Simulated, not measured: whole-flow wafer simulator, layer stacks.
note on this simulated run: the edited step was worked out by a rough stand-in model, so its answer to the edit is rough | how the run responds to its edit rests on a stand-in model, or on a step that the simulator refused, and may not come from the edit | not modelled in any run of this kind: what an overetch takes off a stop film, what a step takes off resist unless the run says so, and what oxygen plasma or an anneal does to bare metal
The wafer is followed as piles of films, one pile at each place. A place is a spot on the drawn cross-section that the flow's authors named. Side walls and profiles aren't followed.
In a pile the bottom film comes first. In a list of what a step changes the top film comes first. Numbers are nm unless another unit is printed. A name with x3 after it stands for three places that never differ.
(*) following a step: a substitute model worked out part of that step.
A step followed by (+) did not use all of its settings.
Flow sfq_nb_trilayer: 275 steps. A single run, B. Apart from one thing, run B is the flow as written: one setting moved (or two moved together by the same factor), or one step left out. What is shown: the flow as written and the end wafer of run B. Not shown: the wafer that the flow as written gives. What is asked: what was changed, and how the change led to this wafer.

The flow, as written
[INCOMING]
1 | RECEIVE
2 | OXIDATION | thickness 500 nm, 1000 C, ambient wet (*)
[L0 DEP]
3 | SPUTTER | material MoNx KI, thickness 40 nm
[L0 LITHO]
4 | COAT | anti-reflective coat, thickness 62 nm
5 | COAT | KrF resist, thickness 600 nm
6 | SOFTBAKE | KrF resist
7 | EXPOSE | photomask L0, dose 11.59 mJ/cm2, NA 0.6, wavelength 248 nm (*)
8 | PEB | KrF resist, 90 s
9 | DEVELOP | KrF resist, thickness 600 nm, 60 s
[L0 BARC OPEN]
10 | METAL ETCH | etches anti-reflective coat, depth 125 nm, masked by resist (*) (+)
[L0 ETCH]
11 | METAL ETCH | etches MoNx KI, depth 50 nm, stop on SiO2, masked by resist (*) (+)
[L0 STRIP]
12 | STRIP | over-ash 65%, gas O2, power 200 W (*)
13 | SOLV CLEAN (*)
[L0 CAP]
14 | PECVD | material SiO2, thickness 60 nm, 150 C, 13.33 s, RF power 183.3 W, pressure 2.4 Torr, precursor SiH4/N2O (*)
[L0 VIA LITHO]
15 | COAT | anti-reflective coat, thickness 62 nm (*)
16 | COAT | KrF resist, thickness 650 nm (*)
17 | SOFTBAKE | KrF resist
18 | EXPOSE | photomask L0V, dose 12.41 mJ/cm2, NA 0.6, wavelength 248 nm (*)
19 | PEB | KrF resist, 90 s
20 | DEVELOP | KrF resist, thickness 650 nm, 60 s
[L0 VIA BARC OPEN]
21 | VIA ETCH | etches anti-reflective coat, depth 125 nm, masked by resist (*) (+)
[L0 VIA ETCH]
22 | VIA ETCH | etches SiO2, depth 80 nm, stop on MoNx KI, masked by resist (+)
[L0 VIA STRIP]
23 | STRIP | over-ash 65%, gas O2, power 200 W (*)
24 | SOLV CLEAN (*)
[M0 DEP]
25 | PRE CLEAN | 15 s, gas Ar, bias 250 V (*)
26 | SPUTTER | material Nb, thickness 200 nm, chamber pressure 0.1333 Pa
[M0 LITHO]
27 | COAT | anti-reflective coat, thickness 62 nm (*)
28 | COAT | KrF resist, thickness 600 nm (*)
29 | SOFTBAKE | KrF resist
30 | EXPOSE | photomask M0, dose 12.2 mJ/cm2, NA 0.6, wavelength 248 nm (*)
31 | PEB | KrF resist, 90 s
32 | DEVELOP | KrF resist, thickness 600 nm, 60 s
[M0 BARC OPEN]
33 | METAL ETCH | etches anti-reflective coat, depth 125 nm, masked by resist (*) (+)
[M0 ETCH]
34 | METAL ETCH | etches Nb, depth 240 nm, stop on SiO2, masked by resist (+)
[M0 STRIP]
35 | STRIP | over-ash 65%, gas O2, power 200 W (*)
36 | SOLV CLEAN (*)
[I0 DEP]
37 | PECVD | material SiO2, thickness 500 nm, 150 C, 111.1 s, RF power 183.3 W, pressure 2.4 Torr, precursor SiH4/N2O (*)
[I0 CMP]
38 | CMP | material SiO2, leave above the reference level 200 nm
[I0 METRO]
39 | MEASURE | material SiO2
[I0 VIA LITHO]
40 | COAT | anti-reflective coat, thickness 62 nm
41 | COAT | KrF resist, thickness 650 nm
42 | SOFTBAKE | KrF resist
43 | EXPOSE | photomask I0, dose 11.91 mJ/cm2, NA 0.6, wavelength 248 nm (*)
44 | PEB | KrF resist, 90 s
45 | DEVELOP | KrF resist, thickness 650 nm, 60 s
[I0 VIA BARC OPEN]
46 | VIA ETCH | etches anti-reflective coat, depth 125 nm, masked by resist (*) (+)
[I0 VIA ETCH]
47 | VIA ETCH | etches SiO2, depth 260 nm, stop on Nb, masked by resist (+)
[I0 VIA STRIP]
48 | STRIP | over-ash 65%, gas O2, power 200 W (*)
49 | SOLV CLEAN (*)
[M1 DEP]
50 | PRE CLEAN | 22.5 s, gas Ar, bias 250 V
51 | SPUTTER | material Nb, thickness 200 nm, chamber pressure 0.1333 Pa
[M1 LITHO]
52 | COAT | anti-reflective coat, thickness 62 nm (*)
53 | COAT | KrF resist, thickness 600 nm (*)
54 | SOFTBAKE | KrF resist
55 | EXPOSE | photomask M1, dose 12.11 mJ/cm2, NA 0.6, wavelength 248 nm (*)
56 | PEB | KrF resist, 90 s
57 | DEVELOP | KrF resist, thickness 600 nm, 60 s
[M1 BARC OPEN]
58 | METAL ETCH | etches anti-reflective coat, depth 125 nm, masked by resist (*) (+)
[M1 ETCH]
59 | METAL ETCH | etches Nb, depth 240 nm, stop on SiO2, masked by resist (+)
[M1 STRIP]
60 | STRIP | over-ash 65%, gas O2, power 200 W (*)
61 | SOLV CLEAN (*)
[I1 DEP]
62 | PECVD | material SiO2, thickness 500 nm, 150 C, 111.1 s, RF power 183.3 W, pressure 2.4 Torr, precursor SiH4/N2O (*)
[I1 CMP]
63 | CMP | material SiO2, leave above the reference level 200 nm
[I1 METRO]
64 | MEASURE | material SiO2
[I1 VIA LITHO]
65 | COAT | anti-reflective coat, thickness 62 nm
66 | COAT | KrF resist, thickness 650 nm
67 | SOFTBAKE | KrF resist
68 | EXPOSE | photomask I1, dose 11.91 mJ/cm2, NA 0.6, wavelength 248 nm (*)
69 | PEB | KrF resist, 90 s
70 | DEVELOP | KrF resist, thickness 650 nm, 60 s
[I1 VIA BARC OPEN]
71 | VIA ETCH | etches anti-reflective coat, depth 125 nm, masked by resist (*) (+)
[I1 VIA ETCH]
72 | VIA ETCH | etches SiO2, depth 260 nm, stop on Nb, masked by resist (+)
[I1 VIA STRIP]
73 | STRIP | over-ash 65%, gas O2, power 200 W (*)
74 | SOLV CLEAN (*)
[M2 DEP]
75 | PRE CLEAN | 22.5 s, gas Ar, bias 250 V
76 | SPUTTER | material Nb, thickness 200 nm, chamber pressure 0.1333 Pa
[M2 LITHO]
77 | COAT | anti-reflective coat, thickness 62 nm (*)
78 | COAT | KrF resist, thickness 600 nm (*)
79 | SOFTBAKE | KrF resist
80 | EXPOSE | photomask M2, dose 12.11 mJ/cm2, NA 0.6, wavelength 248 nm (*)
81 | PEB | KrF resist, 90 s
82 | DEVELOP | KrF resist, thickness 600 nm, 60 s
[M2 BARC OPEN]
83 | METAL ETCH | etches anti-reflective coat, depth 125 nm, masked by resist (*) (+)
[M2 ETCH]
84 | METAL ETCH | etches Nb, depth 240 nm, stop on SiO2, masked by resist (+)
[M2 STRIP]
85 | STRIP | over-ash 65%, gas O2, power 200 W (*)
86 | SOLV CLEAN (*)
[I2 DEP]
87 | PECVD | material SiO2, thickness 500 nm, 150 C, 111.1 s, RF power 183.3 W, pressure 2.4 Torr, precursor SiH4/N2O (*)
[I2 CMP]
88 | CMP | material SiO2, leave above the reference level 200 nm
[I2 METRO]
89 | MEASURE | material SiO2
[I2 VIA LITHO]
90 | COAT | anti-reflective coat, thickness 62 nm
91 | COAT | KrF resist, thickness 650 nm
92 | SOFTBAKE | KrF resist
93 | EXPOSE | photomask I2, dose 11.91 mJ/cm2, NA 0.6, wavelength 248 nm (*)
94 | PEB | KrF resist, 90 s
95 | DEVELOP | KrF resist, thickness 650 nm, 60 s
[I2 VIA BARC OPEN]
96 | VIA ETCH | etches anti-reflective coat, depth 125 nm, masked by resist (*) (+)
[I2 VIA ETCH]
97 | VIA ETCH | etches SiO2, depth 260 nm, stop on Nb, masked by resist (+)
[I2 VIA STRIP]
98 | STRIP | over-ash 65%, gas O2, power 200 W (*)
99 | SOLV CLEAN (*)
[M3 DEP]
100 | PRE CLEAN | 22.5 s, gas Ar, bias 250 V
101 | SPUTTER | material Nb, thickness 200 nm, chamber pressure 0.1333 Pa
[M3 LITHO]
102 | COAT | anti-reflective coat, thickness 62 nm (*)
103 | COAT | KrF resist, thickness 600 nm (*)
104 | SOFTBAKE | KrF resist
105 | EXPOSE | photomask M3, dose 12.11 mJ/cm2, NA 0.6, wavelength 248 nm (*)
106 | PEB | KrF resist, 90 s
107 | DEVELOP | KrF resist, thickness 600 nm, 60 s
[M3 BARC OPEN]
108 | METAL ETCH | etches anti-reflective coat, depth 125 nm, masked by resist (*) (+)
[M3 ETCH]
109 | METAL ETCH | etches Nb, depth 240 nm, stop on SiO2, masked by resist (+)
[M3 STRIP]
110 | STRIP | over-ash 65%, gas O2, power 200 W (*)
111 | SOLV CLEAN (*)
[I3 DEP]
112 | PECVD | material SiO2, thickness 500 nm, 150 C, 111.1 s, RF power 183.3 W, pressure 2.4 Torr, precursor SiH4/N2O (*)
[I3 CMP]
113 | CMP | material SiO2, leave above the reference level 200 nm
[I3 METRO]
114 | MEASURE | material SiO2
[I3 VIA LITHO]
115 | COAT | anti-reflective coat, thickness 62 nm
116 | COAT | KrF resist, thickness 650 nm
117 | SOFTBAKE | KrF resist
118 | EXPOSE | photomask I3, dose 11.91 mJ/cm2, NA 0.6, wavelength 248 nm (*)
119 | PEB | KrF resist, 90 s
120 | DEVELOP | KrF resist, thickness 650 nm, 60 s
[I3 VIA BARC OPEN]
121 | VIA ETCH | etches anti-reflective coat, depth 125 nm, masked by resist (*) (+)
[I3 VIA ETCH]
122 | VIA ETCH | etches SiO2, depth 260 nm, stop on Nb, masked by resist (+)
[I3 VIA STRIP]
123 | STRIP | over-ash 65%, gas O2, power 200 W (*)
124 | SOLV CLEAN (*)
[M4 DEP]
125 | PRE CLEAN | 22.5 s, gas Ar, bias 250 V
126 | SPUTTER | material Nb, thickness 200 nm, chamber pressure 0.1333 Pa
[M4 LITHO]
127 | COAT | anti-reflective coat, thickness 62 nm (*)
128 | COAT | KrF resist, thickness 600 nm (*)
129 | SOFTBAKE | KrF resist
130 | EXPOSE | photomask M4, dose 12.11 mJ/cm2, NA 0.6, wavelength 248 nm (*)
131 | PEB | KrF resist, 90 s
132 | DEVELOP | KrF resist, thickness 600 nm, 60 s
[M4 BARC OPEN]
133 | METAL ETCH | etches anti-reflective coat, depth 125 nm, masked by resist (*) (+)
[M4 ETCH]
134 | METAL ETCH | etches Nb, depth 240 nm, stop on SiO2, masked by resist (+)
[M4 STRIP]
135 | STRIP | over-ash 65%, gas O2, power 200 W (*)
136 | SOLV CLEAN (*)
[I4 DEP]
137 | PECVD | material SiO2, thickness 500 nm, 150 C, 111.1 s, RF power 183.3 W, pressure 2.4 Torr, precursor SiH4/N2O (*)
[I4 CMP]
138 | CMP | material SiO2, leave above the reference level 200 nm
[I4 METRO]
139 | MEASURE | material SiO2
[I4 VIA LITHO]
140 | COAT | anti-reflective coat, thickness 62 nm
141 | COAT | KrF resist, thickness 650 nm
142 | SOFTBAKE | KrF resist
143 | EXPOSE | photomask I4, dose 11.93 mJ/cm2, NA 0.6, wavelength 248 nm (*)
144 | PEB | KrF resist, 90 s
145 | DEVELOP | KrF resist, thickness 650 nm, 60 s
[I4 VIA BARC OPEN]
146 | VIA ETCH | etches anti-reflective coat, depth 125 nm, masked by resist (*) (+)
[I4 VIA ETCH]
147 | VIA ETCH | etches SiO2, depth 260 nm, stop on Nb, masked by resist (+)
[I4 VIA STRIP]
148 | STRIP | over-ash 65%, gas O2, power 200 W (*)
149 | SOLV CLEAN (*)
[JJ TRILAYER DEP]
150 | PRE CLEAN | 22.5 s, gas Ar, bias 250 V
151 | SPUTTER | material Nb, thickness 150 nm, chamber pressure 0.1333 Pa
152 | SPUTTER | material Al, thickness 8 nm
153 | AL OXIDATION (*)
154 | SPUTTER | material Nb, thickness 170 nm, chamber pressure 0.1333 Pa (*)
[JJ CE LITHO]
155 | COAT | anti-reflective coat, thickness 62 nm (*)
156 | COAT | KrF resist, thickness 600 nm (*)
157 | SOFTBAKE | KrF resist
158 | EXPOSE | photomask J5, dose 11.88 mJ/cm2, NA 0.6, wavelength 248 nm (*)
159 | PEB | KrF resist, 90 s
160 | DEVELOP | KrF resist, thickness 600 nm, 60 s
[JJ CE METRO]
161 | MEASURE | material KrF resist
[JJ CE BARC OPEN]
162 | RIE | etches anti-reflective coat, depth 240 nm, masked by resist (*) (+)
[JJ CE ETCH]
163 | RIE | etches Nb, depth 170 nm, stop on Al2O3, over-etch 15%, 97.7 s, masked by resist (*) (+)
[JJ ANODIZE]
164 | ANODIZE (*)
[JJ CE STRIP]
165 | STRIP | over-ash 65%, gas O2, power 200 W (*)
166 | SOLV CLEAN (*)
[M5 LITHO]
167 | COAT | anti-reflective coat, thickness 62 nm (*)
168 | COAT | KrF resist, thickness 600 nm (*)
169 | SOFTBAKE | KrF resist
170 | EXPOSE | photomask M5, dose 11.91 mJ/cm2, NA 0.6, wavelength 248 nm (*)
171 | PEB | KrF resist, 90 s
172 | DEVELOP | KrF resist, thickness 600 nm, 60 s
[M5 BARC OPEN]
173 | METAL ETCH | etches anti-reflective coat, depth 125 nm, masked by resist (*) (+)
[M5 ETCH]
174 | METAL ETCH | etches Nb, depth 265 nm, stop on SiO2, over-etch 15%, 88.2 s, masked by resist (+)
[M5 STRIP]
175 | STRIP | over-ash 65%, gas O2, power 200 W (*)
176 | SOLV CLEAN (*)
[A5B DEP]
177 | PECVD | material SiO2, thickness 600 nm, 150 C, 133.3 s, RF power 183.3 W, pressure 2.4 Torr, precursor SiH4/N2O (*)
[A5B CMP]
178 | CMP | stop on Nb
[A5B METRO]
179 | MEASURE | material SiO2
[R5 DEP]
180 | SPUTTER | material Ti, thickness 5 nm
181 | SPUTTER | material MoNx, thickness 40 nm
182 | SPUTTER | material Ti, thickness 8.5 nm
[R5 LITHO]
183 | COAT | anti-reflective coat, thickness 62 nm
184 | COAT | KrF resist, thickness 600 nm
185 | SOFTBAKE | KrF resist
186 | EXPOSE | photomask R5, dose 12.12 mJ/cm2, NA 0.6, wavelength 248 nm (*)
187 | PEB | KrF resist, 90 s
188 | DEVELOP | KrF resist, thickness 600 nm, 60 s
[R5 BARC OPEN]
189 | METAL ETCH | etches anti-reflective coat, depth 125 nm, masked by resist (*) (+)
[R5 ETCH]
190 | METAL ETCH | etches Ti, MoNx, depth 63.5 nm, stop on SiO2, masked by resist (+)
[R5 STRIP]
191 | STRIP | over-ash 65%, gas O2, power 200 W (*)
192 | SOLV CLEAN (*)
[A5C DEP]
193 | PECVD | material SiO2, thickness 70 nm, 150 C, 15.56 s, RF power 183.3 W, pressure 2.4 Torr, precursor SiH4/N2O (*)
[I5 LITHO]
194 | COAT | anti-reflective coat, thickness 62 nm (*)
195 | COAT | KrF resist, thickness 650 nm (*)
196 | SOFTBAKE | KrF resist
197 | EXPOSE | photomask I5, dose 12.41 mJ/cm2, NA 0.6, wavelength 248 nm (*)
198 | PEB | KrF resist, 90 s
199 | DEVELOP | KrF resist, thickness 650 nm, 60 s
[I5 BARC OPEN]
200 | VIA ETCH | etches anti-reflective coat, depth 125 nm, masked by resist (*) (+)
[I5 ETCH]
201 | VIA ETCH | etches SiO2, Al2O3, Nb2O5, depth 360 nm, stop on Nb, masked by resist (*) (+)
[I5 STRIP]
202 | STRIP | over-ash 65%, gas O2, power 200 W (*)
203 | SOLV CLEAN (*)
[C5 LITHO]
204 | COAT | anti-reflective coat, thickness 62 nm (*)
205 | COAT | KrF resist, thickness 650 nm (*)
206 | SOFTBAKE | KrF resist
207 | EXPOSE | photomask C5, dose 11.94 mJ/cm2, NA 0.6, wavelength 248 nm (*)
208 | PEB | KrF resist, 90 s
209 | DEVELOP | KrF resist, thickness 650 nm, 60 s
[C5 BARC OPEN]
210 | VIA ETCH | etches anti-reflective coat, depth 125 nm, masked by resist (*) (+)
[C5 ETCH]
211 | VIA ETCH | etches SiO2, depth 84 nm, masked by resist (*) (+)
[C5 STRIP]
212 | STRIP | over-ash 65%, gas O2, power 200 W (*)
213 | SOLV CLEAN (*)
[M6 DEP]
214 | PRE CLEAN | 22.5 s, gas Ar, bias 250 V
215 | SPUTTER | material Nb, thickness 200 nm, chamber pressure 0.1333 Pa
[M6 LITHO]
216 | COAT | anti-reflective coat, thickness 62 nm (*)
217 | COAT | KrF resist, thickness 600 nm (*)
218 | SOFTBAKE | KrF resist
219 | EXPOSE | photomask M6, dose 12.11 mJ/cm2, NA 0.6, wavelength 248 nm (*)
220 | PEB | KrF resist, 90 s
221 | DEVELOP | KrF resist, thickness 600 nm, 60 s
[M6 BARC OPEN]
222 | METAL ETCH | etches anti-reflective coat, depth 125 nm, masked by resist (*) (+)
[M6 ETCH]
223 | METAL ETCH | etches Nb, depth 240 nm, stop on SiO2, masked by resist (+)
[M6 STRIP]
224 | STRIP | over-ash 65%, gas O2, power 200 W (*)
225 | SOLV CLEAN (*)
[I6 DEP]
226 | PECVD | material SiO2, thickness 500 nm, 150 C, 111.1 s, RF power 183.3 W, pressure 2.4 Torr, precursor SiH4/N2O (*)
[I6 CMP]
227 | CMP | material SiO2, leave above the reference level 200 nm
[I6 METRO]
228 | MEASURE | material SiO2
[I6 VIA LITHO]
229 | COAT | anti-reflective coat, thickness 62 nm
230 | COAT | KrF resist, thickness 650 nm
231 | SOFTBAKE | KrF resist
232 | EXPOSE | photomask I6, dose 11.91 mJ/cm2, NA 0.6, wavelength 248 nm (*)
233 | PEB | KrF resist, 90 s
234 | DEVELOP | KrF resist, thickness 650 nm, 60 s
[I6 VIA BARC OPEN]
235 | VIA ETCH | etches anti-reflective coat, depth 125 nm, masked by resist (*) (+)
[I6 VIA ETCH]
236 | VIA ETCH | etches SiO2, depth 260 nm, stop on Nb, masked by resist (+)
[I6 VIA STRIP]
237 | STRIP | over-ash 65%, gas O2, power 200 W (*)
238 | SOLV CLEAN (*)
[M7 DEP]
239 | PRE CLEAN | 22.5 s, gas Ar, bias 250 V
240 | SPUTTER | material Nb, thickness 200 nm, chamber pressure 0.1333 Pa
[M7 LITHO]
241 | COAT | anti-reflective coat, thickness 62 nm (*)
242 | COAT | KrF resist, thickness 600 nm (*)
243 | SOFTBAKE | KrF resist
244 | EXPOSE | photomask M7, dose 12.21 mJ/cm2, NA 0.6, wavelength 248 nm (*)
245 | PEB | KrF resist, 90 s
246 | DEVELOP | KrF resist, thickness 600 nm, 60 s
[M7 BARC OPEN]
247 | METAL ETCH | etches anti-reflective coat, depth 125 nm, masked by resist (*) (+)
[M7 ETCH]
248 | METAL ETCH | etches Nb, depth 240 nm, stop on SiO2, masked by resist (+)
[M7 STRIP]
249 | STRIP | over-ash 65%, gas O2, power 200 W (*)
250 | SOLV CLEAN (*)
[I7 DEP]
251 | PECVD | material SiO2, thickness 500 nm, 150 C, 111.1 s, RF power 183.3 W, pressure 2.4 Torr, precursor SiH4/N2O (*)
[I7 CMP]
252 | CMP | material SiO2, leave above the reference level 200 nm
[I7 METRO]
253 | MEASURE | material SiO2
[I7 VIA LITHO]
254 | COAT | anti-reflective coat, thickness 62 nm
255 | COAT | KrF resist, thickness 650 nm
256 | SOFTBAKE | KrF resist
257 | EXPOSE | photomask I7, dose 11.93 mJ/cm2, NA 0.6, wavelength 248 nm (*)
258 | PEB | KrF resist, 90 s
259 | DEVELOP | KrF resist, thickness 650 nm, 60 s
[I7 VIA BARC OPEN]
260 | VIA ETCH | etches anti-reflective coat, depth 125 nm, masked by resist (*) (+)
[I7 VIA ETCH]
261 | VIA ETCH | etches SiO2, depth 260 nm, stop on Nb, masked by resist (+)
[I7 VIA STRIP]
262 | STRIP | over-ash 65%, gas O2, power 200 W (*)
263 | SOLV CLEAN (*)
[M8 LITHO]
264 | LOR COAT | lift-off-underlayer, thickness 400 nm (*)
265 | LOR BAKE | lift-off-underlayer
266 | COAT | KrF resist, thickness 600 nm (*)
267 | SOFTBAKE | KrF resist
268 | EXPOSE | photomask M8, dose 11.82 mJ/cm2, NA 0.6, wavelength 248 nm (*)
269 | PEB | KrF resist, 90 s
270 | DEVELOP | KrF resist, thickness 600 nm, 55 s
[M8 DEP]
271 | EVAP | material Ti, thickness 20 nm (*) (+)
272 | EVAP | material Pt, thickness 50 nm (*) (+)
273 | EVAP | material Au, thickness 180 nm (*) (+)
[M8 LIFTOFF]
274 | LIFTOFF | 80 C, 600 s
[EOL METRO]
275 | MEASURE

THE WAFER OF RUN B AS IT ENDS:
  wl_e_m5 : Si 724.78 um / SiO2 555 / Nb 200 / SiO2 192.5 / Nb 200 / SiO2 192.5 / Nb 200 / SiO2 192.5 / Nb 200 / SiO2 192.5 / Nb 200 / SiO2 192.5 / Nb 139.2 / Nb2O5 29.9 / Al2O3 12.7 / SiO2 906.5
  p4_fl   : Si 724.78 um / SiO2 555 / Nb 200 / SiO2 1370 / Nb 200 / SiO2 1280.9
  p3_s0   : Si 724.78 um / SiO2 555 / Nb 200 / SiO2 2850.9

The reason: step 251, PECVD: thickness 305 nm was run, though the flow has thickness 500 nm; step 251, PECVD: 67.78 s was run, where the flow has 111.1 s.

How this came from the change, step by step:
  251 | PECVD | material SiO2, thickness 500 nm, 150 C, 111.1 s, RF power 183.3 W, pressure 2.4 Torr, precursor SiH4/N2O (*)
      field_l, p4_fl, p4_fm and 56 more: SiO2 gains 305 (it would be, as written: SiO2 gains 500)
      v_sur, via_wl, via_w and 37 more: SiO2 gains 305 (new film) (it would be, as written: SiO2 gains 500 (new film))
      (as well as at 7 more places)
  252 | CMP | material SiO2, leave above the reference level 200 nm
      field_l, p4_fl, p4_fm and 56 more: nothing (it would be, as written: SiO2 loses 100)
      field_r, lsp_l: nothing (it would be, as written: SiO2 loses 77.7)
      (as well as at 45 more places)
  254 | COAT | anti-reflective coat, thickness 62 nm
      jj_sur, ce_l, c5j, ce_r, sp_r, be_r: anti-reflective coat gains 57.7 (new film) (it would be, as written: anti-reflective coat gains 62 (new film))
      p3_s1, m0r_line_l x2, m6r_line_l x2: anti-reflective coat gains 63.5 (new film) (it would be, as written: anti-reflective coat gains 62 (new film))
      (as well as at 81 more places)
  255 | COAT | KrF resist, thickness 650 nm
      m0r_line_l x2, m6r_line_l x2: KrF resist gains 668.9 (new film) (it would be, as written: KrF resist gains 650 (new film))
      wl_d_m1, m7r_space_l, m7r_space_r: KrF resist gains 668.4 (new film) (it would be, as written: KrF resist gains 650 (new film))
      (as well as at 51 more places)
  259 | DEVELOP | KrF resist, thickness 650 nm, 60 s
      via_wl: KrF resist loses 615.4 (all of it) (it would be, as written: KrF resist loses 648.6 (all of it))
      via_w: KrF resist loses 620.6 (all of it) (it would be, as written: KrF resist loses 648.6 (all of it))
      (as well as at 1 more place)
  260 | VIA ETCH | etches anti-reflective coat, depth 125 nm, masked by resist (*) (+)
      field_l, v_sur, via_sp and 100 more: KrF resist loses 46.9 (it would be, as written: KrF resist loses 51.7)
      via_wl, via_w: anti-reflective coat loses 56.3 (all of it), SiO2 loses 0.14 (it would be, as written: anti-reflective coat loses 62 (all of it), SiO2 loses 0.16)
      (as well as at 1 more place)
  262 | STRIP | over-ash 65%, gas O2, power 200 W (*)
      ce_l, c5j, ce_r, sp_r: KrF resist loses 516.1 (all of it), anti-reflective coat loses 57.7 (all of it) (it would be, as written: KrF resist loses 528.6 (all of it), anti-reflective coat loses 62 (all of it))
      m0r_line_l x2, m6r_line_l x2: KrF resist loses 552.3 (all of it), anti-reflective coat loses 63.5 (all of it) (it would be, as written: KrF resist loses 528.6 (all of it), anti-reflective coat loses 62 (all of it))
      (as well as at 82 more places)
  264 | LOR COAT | lift-off-underlayer, thickness 400 nm (*)
      m0r_line_l x2, m6r_line_l x2: lift-off-underlayer gains 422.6 (new film) (it would be, as written: lift-off-underlayer gains 400 (new film))
      m0r_space_l x2, m6r_space_l x2: lift-off-underlayer gains 430.4 (new film) (it would be, as written: lift-off-underlayer gains 400 (new film))
      (as well as at 72 more places)
  266 | COAT | KrF resist, thickness 600 nm (*)
      wl_d_m1, wl_d_sr: KrF resist gains 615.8 (new film) (it would be, as written: KrF resist gains 600 (new film))
      via_wl: KrF resist gains 611.4 (new film) (it would be, as written: KrF resist gains 625.2 (new film))
      (as well as at 15 more places)
  270 | DEVELOP | KrF resist, thickness 600 nm, 55 s
      field_l: KrF resist loses 604 (all of it), lift-off-underlayer loses 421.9 (all of it) (it would be, as written: KrF resist loses 593.7 (all of it), lift-off-underlayer loses 388.2 (all of it))
      v_sur: KrF resist loses 596.1 (all of it), lift-off-underlayer loses 335.8 (all of it) (it would be, as written: KrF resist loses 607.3 (all of it), lift-off-underlayer loses 369.4 (all of it))
      (as well as at 9 more places)
  274 | LIFTOFF | 80 C, 600 s
      m0r_line_l x2, m6r_line_l x2: Au loses 180 (all of it), Pt loses 50 (all of it), Ti loses 20 (all of it), KrF resist loses 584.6 (all of it), lift-off-underlayer loses 422.6 (all of it) (it would be, as written: Au loses 180 (all of it), Pt loses 50 (all of it), Ti loses 20 (all of it), KrF resist loses 576.2 (all of it), lift-off-underlayer loses 400 (all of it))
      m0r_space_l x2, m6r_space_l x2: Au loses 180 (all of it), Pt loses 50 (all of it), Ti loses 20 (all of it), KrF resist loses 578.3 (all of it), lift-off-underlayer loses 430.4 (all of it) (it would be, as written: Au loses 180 (all of it), Pt loses 50 (all of it), Ti loses 20 (all of it), KrF resist loses 576.2 (all of it), lift-off-underlayer loses 400 (all of it))
      (as well as at 61 more places)
